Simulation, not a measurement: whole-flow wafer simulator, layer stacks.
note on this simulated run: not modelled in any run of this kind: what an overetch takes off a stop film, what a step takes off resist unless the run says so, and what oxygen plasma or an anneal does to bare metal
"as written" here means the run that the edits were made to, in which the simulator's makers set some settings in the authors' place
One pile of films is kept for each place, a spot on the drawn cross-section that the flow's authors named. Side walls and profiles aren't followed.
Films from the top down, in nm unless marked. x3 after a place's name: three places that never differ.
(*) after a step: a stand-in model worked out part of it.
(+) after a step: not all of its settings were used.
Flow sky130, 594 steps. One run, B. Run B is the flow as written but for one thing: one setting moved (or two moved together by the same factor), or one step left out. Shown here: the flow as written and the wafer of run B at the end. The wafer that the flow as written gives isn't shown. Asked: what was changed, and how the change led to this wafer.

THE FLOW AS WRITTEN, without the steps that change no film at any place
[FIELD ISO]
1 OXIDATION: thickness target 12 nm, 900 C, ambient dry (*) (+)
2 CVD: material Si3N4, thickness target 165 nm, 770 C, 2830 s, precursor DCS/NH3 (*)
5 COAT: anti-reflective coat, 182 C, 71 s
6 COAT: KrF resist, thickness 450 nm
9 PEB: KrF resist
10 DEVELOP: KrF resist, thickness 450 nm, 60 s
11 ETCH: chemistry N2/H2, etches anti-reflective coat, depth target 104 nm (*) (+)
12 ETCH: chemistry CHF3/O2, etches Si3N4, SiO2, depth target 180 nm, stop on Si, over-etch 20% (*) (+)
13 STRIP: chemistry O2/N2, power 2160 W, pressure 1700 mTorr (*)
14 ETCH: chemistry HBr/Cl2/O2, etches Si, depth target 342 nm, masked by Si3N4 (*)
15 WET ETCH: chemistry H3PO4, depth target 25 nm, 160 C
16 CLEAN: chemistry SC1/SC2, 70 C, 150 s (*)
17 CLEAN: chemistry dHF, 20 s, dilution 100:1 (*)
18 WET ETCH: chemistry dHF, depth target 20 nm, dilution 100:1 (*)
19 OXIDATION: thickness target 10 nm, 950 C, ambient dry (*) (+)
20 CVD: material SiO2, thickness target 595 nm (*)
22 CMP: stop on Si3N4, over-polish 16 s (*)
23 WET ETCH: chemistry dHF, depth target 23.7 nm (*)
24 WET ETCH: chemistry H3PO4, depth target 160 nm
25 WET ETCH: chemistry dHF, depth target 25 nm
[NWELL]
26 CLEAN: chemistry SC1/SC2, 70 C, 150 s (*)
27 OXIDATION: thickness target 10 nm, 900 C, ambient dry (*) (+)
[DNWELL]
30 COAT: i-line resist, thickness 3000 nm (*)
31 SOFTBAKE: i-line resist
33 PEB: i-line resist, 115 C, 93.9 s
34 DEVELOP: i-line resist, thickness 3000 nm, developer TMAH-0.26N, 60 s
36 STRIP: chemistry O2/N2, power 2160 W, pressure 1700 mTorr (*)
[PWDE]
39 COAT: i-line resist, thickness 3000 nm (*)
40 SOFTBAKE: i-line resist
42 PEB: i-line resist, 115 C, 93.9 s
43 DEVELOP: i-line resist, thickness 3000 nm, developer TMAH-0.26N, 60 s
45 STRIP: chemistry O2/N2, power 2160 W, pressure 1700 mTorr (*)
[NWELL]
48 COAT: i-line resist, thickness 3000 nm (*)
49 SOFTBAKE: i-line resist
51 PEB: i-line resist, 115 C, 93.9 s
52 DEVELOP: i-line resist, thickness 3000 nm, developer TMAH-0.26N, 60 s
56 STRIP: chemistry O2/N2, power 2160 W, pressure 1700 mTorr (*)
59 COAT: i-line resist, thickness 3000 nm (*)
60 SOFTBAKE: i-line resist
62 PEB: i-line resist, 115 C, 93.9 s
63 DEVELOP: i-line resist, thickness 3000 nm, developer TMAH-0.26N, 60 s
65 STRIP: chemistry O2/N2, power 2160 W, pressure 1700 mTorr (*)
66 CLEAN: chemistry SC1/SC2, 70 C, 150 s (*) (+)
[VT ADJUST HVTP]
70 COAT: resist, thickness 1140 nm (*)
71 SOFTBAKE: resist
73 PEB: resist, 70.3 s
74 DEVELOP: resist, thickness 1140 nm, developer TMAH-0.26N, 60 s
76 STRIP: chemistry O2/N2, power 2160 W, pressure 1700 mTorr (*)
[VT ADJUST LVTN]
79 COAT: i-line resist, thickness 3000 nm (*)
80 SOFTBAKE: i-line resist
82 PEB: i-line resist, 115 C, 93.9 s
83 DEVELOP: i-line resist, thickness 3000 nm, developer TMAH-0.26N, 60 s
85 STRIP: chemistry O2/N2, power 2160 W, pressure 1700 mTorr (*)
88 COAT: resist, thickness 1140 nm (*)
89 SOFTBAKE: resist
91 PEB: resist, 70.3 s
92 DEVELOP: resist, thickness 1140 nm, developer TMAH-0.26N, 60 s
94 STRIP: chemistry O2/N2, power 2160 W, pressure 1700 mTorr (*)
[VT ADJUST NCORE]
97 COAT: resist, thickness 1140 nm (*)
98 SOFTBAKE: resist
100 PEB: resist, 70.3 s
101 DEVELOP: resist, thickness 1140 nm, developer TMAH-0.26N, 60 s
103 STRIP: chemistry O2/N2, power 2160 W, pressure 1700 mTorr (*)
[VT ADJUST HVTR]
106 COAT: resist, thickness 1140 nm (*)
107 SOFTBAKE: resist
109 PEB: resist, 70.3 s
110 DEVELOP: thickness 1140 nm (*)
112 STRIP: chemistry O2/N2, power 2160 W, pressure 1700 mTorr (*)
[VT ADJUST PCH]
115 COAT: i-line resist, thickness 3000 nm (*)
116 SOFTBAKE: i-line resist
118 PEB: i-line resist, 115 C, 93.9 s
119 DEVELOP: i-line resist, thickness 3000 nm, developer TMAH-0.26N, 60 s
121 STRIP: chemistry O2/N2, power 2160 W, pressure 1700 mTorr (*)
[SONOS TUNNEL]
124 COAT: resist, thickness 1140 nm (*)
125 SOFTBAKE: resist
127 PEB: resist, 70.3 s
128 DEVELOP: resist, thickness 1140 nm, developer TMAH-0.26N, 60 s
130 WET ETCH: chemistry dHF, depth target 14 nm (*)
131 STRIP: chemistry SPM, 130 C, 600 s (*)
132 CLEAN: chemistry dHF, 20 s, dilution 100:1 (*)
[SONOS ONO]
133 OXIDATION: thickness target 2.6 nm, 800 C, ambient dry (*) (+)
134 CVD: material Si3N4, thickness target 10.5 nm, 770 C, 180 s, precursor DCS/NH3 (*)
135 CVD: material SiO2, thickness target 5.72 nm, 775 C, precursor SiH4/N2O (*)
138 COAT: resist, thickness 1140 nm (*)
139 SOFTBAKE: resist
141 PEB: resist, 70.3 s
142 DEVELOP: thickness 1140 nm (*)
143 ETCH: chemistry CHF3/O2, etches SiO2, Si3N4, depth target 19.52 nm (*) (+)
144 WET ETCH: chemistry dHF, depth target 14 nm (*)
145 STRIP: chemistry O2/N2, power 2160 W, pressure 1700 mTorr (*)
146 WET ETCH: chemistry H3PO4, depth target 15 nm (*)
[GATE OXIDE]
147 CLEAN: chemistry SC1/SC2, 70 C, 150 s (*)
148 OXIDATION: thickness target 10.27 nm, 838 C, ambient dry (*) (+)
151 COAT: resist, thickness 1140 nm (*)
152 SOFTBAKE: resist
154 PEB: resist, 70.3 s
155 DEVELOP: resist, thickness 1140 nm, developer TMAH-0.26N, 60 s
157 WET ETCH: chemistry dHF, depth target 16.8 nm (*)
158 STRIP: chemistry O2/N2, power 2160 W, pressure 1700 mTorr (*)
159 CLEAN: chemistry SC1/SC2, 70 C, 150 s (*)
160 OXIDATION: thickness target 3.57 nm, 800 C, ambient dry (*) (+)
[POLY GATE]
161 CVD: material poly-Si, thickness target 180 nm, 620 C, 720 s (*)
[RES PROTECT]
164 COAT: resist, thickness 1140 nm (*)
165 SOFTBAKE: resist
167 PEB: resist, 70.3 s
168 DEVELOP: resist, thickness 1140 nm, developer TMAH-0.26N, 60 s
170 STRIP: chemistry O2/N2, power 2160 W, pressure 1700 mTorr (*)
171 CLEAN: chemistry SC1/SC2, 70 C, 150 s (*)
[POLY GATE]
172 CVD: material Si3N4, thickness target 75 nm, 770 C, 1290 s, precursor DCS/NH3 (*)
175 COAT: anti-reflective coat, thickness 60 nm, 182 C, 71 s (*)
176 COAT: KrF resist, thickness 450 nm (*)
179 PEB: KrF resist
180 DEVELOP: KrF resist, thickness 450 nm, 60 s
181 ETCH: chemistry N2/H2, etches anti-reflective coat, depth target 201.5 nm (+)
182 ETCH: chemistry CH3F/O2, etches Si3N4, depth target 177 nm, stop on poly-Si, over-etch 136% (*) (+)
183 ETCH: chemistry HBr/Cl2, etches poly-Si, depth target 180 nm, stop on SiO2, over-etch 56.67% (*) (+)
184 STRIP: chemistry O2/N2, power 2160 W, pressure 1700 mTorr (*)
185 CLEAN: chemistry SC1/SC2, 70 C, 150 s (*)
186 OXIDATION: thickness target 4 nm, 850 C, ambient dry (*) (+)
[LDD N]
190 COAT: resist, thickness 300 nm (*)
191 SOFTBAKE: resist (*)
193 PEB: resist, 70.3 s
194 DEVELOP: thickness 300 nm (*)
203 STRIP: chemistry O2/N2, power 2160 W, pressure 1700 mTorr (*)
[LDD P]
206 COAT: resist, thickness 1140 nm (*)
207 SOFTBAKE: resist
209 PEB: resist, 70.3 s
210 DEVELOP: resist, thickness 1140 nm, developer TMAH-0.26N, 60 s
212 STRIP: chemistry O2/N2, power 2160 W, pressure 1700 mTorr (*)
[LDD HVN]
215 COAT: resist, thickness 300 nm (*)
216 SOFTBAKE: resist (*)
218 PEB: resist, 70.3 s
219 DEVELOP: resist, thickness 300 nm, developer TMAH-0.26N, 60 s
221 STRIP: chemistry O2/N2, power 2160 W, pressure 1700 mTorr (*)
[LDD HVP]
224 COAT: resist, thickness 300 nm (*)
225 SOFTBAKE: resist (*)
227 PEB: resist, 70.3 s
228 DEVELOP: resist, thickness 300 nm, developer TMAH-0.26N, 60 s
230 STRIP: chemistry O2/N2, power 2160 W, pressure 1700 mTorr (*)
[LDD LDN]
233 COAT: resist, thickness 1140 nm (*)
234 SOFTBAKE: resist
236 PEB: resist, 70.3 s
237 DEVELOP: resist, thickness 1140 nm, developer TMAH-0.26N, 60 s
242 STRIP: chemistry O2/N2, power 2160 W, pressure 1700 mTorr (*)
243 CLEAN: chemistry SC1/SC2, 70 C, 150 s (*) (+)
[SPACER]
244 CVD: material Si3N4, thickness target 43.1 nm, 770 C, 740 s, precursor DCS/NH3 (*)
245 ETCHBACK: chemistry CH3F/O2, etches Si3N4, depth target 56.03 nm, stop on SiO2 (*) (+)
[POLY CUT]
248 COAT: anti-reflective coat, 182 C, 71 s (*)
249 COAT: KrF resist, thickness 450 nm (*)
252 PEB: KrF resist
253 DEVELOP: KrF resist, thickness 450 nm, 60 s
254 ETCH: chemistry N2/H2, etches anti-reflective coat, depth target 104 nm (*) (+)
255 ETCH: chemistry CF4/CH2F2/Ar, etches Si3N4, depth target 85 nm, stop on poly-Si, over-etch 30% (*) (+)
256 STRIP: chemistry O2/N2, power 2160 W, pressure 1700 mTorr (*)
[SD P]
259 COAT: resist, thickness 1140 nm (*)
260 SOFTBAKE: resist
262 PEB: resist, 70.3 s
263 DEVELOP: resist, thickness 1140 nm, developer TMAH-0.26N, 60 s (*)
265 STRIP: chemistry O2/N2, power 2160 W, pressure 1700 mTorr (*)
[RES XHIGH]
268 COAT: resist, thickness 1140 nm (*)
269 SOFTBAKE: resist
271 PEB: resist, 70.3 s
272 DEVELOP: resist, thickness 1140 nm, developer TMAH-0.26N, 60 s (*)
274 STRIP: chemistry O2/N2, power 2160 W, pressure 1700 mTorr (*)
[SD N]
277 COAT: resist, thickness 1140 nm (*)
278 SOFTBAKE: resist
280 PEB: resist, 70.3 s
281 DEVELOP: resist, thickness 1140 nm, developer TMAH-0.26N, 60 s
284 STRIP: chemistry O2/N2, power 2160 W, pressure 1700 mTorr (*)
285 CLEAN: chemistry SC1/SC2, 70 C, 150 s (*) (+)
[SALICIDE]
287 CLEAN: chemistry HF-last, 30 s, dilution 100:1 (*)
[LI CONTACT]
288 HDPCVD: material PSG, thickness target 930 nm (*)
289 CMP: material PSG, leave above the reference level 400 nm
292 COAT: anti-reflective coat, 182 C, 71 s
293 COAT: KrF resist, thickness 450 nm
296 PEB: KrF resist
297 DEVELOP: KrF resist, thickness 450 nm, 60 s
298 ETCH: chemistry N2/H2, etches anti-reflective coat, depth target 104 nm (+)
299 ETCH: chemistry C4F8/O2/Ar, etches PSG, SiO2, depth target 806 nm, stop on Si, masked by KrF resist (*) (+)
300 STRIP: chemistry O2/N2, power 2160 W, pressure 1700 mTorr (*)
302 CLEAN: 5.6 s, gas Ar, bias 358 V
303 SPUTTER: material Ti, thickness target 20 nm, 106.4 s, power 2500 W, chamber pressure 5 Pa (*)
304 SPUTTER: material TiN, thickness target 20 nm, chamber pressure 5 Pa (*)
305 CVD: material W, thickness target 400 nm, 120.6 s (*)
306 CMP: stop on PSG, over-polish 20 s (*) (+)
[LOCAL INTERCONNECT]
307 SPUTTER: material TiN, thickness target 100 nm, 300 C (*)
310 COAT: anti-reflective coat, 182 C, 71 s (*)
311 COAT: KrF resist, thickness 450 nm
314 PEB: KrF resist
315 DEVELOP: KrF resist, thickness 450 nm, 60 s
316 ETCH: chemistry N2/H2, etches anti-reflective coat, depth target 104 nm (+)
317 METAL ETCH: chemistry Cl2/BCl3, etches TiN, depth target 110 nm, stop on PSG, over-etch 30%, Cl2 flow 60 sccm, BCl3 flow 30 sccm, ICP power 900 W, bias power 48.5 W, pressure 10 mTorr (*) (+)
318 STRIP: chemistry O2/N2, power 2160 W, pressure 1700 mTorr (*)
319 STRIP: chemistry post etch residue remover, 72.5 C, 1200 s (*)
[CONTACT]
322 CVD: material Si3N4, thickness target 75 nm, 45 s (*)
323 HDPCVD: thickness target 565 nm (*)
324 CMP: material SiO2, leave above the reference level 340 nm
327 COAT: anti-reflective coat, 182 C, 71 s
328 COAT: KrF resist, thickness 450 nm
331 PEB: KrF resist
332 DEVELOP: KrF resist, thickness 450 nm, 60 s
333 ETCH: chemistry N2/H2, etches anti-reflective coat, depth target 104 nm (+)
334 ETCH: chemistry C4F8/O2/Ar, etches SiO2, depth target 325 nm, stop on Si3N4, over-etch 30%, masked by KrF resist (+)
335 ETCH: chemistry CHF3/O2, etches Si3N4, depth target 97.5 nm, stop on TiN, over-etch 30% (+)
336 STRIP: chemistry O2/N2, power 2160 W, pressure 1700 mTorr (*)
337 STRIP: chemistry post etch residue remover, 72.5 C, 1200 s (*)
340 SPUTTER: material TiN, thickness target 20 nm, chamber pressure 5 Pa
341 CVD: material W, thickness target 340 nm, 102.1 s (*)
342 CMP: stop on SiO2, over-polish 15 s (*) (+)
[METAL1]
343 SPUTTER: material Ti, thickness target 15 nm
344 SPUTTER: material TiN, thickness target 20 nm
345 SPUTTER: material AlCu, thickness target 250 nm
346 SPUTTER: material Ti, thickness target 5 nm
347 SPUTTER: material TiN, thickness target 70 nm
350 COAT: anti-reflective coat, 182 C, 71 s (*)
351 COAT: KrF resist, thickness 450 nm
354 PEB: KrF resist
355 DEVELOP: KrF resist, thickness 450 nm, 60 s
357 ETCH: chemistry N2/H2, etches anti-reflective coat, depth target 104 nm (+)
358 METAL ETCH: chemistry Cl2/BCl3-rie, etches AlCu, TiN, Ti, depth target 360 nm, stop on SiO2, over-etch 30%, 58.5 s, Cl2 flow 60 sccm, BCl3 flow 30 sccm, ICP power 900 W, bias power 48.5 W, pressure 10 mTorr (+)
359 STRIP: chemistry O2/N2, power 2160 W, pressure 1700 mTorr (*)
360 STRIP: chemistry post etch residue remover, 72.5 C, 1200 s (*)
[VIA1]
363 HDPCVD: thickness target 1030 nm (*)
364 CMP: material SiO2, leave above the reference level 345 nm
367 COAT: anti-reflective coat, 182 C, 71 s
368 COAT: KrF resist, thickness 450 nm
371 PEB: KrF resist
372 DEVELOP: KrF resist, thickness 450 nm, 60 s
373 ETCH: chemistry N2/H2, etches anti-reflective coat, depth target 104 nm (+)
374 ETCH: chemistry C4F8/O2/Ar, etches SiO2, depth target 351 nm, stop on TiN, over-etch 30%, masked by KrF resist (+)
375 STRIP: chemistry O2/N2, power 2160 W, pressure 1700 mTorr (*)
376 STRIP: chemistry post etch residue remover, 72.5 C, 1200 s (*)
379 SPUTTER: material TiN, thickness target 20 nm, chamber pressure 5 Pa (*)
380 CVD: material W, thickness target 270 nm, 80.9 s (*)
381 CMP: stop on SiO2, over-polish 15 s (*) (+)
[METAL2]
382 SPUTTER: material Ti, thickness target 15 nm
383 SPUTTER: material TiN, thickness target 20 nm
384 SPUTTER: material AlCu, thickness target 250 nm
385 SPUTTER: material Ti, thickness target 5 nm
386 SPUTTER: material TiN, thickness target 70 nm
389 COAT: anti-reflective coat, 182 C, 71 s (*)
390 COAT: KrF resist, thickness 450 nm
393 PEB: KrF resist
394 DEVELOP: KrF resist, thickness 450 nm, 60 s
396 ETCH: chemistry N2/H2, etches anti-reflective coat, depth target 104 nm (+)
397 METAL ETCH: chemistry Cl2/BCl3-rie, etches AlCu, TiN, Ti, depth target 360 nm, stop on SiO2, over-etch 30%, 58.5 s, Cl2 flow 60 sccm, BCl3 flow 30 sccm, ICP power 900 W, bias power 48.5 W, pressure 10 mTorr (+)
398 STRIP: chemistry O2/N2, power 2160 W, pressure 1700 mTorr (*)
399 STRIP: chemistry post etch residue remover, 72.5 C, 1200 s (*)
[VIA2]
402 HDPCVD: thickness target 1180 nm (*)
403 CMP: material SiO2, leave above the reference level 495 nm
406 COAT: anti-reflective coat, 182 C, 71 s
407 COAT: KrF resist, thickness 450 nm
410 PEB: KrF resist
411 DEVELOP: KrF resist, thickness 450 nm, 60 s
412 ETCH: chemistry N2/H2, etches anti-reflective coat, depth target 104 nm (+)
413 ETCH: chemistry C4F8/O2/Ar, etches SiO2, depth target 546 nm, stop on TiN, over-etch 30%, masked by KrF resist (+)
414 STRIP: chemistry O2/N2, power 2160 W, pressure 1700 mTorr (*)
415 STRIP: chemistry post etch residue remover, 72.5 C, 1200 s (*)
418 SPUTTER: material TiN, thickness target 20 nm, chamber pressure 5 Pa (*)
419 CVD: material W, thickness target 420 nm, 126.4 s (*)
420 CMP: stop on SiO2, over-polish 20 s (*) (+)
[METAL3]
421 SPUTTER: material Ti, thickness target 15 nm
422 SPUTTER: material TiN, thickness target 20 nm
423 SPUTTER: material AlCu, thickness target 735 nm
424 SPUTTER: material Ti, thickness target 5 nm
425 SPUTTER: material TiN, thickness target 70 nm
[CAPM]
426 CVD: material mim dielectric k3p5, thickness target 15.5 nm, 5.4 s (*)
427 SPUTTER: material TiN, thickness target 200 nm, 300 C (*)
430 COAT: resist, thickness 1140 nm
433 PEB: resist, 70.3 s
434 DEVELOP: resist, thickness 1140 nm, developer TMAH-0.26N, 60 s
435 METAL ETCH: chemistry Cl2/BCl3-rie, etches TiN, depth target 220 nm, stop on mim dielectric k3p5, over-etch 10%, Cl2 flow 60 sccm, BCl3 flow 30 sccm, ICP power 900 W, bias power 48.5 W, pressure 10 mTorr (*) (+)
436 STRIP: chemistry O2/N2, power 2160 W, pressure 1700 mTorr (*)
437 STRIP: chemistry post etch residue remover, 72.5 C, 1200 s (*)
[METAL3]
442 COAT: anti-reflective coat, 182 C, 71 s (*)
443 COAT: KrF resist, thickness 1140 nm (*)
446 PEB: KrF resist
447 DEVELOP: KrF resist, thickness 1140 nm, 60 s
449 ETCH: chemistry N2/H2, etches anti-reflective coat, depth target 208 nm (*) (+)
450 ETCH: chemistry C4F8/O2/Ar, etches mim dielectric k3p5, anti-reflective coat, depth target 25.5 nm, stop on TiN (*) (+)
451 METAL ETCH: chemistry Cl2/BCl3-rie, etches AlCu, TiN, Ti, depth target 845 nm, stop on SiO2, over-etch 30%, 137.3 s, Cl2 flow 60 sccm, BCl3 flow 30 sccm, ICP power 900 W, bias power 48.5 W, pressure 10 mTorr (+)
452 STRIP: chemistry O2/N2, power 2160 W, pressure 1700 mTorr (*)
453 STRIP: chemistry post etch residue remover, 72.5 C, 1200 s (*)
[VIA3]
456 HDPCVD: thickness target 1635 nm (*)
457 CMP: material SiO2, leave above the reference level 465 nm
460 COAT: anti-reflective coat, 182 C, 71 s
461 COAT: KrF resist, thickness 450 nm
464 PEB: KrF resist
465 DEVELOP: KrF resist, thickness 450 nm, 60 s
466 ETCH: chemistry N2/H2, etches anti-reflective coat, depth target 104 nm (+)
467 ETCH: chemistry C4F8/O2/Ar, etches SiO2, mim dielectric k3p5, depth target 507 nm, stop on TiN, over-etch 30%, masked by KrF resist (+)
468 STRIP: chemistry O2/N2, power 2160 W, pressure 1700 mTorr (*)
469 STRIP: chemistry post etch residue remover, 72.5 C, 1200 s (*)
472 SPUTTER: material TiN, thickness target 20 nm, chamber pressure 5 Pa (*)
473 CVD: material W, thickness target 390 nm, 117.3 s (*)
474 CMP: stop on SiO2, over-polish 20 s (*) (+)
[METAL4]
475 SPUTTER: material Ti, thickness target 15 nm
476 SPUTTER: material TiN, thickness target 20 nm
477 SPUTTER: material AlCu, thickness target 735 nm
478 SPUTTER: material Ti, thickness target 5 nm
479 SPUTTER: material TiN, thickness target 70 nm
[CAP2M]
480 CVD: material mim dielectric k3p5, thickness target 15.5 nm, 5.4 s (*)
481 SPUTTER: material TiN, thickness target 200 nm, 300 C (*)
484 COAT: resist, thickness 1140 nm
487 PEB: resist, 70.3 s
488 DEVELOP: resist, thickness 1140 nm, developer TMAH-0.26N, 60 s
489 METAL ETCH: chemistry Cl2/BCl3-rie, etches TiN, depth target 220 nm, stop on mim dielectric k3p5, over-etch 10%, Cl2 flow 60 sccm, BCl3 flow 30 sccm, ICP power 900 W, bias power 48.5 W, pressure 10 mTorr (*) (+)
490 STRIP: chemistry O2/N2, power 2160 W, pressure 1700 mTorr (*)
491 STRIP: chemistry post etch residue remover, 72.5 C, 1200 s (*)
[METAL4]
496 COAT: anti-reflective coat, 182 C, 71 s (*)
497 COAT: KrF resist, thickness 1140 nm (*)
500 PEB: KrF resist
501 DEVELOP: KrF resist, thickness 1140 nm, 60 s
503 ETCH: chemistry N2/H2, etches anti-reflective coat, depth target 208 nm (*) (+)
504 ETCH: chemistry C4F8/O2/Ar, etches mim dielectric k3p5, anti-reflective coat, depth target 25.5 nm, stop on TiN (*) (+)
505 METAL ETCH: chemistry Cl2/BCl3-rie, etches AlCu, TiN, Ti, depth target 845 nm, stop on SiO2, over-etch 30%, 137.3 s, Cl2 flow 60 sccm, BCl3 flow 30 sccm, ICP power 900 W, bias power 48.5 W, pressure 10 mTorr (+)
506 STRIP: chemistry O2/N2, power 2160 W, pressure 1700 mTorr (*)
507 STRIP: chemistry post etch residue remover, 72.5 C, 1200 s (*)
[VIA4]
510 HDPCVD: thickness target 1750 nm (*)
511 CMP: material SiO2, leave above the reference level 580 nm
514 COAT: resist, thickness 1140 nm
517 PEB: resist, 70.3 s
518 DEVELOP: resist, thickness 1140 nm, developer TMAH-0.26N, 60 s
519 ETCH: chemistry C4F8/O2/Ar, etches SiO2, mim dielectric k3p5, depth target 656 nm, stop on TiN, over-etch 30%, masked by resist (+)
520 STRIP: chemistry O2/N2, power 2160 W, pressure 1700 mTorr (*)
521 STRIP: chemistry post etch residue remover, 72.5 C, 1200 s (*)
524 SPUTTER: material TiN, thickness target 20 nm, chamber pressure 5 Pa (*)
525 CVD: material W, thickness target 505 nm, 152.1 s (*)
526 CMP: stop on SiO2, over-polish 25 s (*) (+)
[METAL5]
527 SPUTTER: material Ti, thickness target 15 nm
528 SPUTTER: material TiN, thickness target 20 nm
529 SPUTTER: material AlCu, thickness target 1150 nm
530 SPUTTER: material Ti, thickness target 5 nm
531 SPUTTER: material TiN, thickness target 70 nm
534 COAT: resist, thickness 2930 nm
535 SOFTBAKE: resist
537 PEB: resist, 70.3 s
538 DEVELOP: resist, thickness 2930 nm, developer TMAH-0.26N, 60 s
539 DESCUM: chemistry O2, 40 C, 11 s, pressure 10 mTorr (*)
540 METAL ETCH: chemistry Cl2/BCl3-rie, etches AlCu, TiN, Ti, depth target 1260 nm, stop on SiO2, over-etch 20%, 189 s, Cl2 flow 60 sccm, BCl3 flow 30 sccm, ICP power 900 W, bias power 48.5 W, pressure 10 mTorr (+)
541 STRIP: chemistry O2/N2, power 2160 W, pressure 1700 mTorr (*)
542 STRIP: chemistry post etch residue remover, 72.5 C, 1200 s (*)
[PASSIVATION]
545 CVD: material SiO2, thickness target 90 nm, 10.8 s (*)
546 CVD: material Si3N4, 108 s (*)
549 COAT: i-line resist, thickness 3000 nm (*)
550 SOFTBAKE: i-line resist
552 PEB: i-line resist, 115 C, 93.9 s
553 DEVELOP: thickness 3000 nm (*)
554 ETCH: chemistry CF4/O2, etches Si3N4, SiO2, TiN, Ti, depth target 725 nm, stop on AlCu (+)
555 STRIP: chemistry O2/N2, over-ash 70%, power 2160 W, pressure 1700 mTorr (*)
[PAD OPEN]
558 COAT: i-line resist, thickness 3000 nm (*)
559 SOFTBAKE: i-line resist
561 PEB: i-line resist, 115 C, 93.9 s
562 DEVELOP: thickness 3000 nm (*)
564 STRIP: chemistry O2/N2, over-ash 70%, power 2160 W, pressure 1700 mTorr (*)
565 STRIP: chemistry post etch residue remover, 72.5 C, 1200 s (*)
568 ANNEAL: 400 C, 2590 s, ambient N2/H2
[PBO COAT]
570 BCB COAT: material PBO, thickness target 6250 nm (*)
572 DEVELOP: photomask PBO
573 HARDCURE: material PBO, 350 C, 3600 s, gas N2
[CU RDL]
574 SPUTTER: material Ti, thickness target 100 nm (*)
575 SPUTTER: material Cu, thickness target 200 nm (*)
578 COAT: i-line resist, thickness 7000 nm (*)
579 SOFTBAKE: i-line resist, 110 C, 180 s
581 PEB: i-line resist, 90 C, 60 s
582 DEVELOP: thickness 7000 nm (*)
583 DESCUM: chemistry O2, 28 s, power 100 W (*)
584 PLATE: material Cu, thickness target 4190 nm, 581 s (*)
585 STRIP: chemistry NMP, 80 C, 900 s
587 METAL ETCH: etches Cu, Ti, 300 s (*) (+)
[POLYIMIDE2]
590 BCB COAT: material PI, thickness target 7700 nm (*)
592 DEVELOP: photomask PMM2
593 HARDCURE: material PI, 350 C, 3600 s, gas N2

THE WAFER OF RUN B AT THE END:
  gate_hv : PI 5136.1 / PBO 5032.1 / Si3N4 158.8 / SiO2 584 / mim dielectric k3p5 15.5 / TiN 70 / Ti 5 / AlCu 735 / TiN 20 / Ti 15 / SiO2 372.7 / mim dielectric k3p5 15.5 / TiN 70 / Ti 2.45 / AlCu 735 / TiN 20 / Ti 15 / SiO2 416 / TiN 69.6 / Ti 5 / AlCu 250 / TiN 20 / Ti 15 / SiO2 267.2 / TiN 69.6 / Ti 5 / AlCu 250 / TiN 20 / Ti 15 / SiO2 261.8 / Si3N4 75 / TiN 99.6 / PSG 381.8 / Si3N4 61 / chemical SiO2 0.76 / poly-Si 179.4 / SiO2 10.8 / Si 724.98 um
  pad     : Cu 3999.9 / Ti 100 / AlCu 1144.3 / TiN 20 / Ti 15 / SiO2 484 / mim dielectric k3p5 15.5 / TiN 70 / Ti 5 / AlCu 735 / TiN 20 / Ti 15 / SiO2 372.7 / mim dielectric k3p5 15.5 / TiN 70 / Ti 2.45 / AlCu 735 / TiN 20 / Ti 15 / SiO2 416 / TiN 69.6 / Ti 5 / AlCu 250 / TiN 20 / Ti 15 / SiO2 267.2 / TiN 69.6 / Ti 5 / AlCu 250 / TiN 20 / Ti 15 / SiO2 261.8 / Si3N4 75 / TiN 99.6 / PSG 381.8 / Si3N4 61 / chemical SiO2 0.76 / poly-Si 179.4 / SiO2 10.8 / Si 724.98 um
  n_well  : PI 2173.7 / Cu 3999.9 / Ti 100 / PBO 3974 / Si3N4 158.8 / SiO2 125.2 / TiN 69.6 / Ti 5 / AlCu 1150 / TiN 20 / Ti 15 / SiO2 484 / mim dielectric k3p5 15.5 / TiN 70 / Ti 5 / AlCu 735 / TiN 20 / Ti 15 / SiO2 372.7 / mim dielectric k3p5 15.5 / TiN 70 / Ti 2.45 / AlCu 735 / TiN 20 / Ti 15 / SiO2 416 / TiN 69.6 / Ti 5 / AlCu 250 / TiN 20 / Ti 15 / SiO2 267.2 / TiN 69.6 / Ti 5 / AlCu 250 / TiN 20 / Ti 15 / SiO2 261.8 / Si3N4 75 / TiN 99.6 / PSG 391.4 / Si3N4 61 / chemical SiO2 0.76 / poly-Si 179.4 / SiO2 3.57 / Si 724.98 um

The cause: step 424, SPUTTER: thickness target 2.45 nm was run, where the flow has thickness target 5 nm.
It can be read off the wafer: gate_hv has Ti 2.45, and step 424 as written asks for 5 nm.

How the change led to this, step by step:
  424 SPUTTER: material Ti, thickness target 5 nm
      field, active, n_well and 188 more: Ti +2.45 (new film) (as written it would be: Ti +5 (new film))
  451 METAL ETCH: chemistry Cl2/BCl3-rie, etches AlCu, TiN, Ti, depth target 845 nm, stop on SiO2, over-etch 30%, 137.3 s, Cl2 flow 60 sccm, BCl3 flow 30 sccm, ICP power 900 W, bias power 48.5 W, pressure 10 mTorr (+)
      field, gate, spacer and 68 more: TiN -70 (all of it), Ti -2.45 (all of it), AlCu -735 (all of it), TiN -20 (all of it), Ti -15 (all of it), SiO2 -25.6 (as written it would be: TiN -70 (all of it), Ti -5 (all of it), AlCu -735 (all of it), TiN -20 (all of it), Ti -15 (all of it), SiO2 -25.4)
      active, vpp_ln, vpp_iso2 and 11 more: TiN -70 (all of it), Ti -2.45 (all of it), AlCu -735 (all of it), TiN -20 (all of it), Ti -15 (all of it), SiO2 -25.6 (as written it would be: TiN -70 (all of it), Ti -5 (all of it), AlCu -735 (all of it), TiN -20 (all of it), Ti -15 (all of it), SiO2 -25.3)
